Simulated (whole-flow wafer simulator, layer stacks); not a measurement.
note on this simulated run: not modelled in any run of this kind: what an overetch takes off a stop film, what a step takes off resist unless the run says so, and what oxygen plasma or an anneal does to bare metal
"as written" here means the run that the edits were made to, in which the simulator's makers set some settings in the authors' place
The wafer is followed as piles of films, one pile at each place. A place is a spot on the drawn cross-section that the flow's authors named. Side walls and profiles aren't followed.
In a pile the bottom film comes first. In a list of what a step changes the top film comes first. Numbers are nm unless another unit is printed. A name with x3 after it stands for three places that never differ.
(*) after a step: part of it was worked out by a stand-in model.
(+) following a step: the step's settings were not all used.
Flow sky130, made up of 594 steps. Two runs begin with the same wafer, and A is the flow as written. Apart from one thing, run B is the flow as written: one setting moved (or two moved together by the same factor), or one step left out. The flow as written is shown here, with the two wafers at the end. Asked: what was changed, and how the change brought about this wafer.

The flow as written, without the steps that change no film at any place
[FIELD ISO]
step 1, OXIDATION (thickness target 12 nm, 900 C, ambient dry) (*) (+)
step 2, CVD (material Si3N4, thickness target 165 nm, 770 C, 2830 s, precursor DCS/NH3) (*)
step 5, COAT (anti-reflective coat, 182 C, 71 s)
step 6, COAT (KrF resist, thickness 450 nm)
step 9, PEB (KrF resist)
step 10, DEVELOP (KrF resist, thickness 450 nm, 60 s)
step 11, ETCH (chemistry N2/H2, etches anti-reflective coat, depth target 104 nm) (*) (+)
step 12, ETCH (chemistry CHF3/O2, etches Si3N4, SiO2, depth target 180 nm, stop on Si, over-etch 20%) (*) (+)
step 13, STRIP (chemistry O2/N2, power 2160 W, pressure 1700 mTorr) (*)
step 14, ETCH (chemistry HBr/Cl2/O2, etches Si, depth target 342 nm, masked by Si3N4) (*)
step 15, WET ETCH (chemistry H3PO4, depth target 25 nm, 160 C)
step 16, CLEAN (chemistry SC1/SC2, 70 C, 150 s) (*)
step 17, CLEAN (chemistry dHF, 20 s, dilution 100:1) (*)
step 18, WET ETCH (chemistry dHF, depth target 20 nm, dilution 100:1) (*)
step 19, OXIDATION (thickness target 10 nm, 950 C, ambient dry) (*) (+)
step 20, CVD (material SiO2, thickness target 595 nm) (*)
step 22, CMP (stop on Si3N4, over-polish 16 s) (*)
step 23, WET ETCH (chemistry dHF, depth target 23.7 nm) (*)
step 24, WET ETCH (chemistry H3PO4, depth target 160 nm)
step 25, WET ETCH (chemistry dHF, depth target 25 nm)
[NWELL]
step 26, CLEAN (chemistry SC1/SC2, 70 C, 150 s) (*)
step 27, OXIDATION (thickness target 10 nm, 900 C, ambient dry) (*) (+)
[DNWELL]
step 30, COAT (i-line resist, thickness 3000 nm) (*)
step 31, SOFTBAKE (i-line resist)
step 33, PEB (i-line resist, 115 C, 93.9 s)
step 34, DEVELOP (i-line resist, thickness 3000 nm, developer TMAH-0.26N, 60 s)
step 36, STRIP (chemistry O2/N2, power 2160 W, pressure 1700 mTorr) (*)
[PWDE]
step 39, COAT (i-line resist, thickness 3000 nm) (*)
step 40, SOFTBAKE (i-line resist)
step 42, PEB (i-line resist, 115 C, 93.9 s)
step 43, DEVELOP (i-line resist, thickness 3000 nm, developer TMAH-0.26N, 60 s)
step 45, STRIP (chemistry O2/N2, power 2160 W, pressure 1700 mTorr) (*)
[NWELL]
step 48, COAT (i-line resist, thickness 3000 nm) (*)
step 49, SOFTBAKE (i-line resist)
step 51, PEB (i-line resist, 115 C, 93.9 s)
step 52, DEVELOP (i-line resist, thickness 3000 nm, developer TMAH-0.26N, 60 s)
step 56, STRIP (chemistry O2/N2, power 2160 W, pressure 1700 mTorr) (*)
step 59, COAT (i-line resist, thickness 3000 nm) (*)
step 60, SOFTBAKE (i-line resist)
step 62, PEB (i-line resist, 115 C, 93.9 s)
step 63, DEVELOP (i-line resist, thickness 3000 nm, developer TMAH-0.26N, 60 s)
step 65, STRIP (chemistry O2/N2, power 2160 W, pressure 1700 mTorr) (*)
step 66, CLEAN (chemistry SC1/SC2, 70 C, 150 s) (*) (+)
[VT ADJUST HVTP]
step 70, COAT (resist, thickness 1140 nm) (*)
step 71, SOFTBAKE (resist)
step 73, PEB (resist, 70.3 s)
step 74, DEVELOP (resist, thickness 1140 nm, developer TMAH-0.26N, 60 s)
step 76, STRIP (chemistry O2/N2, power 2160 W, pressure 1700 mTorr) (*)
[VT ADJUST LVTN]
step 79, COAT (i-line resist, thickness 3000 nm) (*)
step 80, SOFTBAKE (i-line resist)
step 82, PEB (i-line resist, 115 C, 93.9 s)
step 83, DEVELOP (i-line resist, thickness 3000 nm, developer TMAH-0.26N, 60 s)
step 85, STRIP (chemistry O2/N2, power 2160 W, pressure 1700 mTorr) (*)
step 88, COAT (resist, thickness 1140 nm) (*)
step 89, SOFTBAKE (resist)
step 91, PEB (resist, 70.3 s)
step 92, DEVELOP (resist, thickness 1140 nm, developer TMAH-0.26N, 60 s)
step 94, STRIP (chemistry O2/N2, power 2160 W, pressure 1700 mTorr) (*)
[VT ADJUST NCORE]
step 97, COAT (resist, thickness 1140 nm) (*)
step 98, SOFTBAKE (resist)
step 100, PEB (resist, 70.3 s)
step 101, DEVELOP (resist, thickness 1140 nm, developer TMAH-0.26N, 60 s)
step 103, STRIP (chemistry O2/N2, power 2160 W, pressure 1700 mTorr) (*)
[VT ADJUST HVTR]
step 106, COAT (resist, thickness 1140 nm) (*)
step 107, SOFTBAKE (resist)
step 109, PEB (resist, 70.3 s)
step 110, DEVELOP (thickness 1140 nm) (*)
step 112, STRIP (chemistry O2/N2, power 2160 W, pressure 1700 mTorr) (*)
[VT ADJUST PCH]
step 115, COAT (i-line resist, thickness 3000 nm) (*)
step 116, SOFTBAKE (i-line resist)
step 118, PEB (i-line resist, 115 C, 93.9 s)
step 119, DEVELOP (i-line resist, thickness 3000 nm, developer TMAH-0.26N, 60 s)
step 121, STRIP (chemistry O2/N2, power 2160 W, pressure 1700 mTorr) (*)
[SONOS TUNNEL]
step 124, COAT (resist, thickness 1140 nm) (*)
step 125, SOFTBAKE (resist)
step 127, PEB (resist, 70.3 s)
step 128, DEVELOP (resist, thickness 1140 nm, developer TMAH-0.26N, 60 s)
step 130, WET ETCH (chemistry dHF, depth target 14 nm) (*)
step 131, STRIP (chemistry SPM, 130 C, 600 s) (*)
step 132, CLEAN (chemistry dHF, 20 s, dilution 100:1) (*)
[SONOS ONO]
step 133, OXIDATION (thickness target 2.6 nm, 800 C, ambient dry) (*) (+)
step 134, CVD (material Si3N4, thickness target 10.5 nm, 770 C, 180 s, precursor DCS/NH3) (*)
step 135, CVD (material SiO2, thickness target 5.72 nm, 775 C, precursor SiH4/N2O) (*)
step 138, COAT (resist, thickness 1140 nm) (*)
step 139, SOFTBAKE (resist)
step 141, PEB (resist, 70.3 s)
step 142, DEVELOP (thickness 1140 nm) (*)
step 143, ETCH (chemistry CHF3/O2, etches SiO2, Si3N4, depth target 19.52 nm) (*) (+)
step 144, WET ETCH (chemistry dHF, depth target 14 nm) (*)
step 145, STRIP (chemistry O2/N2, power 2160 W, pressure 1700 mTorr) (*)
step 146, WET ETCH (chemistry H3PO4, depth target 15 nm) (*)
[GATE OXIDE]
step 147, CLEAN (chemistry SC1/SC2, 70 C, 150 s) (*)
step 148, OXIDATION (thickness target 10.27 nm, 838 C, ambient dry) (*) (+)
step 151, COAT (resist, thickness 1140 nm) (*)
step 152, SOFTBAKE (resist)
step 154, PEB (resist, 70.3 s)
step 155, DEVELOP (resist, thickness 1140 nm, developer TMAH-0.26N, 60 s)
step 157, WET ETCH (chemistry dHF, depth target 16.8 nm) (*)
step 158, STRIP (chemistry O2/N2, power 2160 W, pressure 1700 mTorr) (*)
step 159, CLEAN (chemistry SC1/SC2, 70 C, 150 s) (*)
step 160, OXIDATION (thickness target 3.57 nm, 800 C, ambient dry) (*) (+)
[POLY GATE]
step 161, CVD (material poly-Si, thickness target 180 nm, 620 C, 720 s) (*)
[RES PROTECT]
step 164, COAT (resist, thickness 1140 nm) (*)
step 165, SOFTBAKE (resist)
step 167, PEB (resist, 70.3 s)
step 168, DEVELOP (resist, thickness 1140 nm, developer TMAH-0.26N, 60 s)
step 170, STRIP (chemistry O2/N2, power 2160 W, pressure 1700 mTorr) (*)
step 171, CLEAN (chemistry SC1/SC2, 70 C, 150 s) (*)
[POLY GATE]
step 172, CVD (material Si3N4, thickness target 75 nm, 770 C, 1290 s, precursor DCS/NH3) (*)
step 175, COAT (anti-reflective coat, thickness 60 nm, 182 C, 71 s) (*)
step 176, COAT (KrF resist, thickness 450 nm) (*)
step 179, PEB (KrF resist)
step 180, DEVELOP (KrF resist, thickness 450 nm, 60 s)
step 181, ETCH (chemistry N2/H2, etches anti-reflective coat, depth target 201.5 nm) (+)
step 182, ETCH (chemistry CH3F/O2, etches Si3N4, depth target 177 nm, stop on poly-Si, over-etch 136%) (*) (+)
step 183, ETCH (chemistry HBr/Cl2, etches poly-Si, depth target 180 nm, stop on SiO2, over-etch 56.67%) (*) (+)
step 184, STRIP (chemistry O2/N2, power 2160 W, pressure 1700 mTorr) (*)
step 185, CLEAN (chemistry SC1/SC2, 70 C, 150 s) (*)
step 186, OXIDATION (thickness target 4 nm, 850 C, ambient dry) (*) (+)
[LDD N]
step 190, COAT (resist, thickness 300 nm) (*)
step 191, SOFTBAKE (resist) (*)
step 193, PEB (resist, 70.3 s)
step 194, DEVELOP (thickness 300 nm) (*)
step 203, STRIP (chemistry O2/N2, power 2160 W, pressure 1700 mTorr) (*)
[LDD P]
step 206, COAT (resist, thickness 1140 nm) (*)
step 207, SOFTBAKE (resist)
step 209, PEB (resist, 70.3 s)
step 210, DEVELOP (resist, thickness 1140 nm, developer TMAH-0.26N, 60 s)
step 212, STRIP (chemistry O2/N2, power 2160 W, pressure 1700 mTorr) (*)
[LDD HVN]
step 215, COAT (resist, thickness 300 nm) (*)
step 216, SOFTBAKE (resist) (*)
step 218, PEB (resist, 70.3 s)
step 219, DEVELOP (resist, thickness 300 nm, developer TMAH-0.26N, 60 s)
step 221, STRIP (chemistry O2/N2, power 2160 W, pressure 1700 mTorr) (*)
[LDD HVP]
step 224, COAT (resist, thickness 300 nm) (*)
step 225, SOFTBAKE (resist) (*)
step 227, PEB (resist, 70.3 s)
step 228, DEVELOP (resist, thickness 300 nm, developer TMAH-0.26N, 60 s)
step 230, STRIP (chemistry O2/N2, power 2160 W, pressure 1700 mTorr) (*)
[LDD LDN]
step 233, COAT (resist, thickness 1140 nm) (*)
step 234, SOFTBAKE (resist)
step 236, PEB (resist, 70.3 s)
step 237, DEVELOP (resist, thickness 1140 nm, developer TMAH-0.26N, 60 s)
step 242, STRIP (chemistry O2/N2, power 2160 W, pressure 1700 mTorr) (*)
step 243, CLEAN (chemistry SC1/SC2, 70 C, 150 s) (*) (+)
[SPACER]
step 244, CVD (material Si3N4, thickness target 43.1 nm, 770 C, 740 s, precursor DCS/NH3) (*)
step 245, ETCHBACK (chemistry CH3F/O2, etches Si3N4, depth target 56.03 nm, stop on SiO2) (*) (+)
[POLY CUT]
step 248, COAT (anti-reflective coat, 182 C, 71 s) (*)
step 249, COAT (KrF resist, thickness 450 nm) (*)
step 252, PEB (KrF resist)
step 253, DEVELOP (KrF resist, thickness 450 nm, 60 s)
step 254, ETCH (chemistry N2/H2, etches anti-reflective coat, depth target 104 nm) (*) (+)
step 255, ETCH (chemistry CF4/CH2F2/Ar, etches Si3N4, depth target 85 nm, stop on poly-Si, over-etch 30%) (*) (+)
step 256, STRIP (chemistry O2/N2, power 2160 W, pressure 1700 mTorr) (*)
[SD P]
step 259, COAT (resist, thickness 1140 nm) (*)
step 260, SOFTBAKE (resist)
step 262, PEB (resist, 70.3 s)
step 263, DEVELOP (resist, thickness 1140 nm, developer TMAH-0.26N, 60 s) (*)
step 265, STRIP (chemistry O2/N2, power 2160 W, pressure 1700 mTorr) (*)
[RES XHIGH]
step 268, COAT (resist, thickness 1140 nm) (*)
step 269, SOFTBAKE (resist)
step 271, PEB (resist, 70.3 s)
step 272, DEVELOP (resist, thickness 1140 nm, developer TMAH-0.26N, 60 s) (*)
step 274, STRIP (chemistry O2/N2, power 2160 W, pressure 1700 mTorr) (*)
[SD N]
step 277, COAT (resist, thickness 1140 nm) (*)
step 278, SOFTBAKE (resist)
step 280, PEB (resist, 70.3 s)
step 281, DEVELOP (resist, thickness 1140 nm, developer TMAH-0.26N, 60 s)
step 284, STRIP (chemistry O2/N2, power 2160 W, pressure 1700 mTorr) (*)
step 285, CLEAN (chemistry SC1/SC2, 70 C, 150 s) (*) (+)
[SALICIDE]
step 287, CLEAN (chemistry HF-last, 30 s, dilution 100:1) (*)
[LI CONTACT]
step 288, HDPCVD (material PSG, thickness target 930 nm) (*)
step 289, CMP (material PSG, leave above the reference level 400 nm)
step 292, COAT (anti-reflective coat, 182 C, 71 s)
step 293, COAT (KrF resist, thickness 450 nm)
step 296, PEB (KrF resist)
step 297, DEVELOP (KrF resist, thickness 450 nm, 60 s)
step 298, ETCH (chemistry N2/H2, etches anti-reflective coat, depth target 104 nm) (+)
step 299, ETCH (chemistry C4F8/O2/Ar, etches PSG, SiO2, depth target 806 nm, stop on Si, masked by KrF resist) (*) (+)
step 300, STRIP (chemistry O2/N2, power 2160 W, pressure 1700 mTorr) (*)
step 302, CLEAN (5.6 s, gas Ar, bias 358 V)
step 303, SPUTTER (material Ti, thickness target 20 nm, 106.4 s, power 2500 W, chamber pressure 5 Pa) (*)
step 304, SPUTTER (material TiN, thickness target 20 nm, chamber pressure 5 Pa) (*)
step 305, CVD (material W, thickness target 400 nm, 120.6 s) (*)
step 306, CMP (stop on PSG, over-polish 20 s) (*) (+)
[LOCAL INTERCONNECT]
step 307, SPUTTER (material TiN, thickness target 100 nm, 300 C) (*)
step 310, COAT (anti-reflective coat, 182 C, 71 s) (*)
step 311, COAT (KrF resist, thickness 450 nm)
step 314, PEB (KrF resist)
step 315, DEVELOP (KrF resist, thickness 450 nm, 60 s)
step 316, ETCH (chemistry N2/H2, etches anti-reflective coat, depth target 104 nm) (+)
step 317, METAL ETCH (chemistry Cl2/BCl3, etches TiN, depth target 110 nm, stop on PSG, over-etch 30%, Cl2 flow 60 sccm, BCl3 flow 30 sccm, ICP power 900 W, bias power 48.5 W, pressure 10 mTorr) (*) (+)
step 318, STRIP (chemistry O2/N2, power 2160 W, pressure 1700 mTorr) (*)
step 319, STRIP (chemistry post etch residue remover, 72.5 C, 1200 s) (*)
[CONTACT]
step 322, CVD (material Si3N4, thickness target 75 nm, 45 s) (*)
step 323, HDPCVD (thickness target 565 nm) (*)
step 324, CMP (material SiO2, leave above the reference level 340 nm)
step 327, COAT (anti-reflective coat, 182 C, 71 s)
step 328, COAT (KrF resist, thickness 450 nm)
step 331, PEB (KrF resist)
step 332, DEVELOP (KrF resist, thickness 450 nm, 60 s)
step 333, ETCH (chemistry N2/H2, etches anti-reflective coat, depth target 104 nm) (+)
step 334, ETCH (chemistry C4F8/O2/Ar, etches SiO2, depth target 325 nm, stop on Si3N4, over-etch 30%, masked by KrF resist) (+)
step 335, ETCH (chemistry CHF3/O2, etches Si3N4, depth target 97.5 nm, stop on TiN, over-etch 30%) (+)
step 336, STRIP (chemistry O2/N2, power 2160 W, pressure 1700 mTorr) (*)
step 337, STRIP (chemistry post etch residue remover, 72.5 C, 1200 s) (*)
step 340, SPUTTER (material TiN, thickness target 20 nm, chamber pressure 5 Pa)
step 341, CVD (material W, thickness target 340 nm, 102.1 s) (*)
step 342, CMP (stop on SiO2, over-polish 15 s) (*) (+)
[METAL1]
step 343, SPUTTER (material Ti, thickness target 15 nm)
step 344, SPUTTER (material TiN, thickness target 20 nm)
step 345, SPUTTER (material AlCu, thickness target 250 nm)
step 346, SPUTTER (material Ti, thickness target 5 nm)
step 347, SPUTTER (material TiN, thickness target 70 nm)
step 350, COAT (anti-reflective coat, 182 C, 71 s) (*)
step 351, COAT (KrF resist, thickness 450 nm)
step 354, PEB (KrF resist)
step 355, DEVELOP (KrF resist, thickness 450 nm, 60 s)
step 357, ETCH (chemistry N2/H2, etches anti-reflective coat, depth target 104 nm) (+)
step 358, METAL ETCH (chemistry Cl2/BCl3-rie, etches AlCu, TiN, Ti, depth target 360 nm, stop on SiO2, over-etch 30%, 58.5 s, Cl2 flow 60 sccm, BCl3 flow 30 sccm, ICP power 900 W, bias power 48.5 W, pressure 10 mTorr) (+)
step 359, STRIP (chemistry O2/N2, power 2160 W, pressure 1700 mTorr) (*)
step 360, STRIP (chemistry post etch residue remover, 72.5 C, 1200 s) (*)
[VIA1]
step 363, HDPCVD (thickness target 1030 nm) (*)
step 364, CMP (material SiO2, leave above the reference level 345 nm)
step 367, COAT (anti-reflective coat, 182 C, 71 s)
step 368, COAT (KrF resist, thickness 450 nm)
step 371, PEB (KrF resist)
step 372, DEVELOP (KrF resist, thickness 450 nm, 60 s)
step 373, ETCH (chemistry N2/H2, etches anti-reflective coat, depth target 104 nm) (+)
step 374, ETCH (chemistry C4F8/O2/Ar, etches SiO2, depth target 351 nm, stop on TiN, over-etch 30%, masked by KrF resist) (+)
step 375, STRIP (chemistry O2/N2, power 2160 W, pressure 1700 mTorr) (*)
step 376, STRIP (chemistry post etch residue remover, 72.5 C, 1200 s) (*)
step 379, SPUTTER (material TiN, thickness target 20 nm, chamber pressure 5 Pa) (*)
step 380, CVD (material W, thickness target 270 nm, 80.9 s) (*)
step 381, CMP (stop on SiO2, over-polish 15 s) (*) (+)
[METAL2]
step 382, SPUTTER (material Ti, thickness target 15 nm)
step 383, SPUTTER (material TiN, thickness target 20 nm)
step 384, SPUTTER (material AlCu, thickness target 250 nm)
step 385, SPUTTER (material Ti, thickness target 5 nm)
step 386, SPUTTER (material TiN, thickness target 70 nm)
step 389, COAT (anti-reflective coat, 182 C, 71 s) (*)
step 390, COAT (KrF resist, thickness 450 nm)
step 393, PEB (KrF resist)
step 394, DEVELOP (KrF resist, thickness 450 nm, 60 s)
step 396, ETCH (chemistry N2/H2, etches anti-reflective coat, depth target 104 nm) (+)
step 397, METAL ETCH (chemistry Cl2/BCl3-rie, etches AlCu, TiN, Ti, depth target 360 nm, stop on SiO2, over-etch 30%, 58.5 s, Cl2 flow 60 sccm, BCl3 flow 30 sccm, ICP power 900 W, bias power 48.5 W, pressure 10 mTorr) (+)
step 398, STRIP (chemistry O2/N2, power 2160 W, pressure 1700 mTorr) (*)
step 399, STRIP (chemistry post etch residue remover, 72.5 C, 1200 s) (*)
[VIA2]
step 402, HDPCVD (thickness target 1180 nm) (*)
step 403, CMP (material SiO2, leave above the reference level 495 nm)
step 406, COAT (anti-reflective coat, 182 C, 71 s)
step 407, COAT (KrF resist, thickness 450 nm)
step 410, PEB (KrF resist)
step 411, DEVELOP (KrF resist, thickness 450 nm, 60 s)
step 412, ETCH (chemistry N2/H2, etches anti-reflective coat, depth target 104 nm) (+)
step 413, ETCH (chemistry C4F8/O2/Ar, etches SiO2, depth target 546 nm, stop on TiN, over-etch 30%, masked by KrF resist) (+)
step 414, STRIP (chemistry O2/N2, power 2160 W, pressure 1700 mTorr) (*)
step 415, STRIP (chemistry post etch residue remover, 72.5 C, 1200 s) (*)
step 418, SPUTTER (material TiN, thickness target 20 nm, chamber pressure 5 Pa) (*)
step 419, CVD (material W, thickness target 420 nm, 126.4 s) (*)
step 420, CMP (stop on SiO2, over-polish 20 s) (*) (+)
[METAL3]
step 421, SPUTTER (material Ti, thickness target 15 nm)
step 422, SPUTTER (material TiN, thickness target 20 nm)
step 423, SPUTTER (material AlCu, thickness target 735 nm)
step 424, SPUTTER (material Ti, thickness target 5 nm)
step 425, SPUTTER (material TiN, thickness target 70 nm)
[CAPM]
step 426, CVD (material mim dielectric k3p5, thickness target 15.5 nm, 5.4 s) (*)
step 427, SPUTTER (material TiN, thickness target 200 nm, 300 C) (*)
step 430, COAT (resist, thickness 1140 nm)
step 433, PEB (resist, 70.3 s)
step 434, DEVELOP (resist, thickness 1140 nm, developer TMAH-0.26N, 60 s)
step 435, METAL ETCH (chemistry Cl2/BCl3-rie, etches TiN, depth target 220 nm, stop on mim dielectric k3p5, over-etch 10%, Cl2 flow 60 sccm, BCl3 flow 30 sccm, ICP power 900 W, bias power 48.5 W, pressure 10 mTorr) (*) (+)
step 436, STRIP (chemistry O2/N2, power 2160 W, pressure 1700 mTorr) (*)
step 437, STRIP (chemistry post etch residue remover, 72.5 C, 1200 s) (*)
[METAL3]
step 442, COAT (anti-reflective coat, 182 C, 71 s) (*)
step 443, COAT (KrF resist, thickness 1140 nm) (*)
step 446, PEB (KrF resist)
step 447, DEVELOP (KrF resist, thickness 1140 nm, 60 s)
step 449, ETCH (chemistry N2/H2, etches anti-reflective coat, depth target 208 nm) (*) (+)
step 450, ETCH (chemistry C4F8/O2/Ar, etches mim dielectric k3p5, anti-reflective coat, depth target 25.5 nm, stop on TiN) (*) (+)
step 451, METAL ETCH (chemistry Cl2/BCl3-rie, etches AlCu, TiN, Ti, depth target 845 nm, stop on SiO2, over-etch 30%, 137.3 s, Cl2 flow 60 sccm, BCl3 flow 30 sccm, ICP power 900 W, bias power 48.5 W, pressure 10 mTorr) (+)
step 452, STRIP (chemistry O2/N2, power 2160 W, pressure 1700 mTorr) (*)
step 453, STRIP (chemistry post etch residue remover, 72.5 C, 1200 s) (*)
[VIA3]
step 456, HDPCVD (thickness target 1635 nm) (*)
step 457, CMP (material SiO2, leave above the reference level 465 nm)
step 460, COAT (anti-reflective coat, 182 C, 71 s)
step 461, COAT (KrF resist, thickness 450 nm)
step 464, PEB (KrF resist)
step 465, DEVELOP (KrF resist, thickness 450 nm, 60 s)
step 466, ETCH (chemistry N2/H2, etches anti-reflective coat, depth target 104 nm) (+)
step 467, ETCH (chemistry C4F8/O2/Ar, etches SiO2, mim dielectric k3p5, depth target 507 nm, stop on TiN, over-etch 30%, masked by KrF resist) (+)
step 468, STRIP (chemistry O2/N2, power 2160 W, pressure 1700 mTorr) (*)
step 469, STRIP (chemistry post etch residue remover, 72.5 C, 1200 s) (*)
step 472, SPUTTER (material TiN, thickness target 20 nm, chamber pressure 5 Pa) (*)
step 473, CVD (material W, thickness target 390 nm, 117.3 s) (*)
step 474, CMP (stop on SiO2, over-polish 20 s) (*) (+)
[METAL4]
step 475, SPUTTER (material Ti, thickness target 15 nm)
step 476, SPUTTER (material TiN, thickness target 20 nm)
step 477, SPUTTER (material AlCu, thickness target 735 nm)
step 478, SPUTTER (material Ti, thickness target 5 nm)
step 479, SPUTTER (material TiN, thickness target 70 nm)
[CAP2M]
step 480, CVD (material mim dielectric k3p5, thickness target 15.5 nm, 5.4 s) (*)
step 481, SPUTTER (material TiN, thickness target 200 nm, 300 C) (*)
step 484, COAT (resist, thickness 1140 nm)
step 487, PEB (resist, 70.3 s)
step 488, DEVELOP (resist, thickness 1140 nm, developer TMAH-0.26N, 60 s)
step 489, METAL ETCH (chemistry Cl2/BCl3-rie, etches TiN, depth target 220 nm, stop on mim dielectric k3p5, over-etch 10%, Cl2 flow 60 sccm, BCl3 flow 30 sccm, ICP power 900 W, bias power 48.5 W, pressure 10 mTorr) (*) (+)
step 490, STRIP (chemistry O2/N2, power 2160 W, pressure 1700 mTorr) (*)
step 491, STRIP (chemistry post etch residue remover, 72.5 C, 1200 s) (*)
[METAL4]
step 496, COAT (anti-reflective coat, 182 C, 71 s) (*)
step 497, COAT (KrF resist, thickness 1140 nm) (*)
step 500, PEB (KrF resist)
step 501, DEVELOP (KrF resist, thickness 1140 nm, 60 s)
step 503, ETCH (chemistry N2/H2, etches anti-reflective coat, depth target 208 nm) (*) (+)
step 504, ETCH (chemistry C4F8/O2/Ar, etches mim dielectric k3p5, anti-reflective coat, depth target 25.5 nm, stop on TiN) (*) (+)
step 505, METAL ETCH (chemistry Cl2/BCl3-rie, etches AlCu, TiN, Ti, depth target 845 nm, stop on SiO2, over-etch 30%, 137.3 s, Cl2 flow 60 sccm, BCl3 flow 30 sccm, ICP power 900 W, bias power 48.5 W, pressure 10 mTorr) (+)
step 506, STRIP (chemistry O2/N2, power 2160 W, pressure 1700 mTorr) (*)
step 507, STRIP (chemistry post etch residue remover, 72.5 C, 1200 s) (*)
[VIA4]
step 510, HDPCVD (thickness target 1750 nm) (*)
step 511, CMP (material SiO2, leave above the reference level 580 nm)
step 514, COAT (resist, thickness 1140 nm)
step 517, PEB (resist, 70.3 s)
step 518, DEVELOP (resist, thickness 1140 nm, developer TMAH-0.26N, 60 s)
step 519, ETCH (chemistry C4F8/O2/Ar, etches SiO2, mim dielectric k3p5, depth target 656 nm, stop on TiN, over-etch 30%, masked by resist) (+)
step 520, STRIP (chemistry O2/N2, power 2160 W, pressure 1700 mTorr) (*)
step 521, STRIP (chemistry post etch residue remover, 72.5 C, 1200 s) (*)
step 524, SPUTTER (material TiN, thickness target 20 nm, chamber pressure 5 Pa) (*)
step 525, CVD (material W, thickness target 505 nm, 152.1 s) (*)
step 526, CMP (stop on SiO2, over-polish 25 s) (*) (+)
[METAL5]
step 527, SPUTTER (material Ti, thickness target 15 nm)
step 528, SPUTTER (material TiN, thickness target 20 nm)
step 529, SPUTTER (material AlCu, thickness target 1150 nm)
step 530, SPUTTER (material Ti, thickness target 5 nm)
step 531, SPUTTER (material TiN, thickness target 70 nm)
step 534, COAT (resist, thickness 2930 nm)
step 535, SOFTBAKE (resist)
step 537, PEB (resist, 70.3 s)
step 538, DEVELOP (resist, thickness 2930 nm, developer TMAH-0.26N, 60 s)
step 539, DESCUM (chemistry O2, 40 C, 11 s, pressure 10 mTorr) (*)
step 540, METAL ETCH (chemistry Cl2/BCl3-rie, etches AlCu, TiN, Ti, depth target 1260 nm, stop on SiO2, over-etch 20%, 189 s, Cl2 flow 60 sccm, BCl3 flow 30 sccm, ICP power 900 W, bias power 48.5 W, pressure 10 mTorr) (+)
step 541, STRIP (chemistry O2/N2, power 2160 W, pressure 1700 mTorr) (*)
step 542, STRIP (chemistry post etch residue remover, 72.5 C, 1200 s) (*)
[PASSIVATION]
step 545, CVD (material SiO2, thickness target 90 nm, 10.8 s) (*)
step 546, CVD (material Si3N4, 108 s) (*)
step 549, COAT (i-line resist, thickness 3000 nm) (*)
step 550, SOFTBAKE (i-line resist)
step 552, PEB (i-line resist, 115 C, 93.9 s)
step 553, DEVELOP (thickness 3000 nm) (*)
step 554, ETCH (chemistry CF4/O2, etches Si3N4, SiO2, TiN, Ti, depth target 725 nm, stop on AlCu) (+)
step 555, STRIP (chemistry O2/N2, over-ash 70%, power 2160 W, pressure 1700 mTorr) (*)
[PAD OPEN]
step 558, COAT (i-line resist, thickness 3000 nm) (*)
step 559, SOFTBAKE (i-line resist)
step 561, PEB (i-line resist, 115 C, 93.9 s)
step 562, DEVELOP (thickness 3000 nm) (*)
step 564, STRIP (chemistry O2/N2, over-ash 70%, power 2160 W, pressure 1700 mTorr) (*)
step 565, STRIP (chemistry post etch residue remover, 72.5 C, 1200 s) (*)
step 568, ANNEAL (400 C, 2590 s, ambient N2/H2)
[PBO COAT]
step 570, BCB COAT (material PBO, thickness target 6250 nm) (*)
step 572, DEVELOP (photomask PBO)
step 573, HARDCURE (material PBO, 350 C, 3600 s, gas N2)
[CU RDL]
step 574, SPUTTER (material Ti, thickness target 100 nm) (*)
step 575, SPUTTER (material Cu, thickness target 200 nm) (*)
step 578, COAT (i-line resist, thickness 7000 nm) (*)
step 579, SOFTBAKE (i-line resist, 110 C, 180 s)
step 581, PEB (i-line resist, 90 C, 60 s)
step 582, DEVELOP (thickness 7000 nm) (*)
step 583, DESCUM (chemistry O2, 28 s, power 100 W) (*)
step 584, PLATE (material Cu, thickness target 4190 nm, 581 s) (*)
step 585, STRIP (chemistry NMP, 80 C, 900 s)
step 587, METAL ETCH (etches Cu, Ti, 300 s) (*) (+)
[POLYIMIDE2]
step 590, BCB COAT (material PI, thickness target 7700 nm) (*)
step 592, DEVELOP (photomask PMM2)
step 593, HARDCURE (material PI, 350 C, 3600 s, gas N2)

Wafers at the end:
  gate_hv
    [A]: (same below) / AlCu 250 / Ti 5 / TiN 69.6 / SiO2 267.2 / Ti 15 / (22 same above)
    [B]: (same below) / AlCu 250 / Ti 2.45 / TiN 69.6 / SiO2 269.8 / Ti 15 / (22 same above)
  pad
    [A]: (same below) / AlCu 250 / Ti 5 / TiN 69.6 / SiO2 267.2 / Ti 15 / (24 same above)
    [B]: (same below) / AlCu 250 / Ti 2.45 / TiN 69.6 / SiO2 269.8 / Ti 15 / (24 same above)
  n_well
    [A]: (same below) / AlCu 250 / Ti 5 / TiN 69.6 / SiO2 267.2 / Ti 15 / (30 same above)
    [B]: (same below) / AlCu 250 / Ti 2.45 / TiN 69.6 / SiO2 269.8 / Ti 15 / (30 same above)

Cause: step 346, SPUTTER: thickness target 2.45 nm was run, though the flow has thickness target 5 nm.
The wafer itself shows it: gate_hv has Ti 2.45, and step 346 as written asks for 5 nm.

How this came from the change, step by step:
  step 346, SPUTTER (material Ti, thickness target 5 nm)
      field, active, n_well and 188 more: A Ti gains 5 (new film) | B Ti gains 2.45 (new film)
  step 358, METAL ETCH (chemistry Cl2/BCl3-rie, etches AlCu, TiN, Ti, depth target 360 nm, stop on SiO2, over-etch 30%, 58.5 s, Cl2 flow 60 sccm, BCl3 flow 30 sccm, ICP power 900 W, bias power 48.5 W, pressure 10 mTorr) (+)
      field, active, gate and 81 more: A TiN loses 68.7 (all of it), Ti loses 5 (all of it), AlCu loses 250 (all of it), TiN loses 20 (all of it), Ti loses 15 (all of it), SiO2 loses 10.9 | B TiN loses 68.7 (all of it), Ti loses 2.45 (all of it), AlCu loses 250 (all of it), TiN loses 20 (all of it), Ti loses 15 (all of it), SiO2 loses 11.2
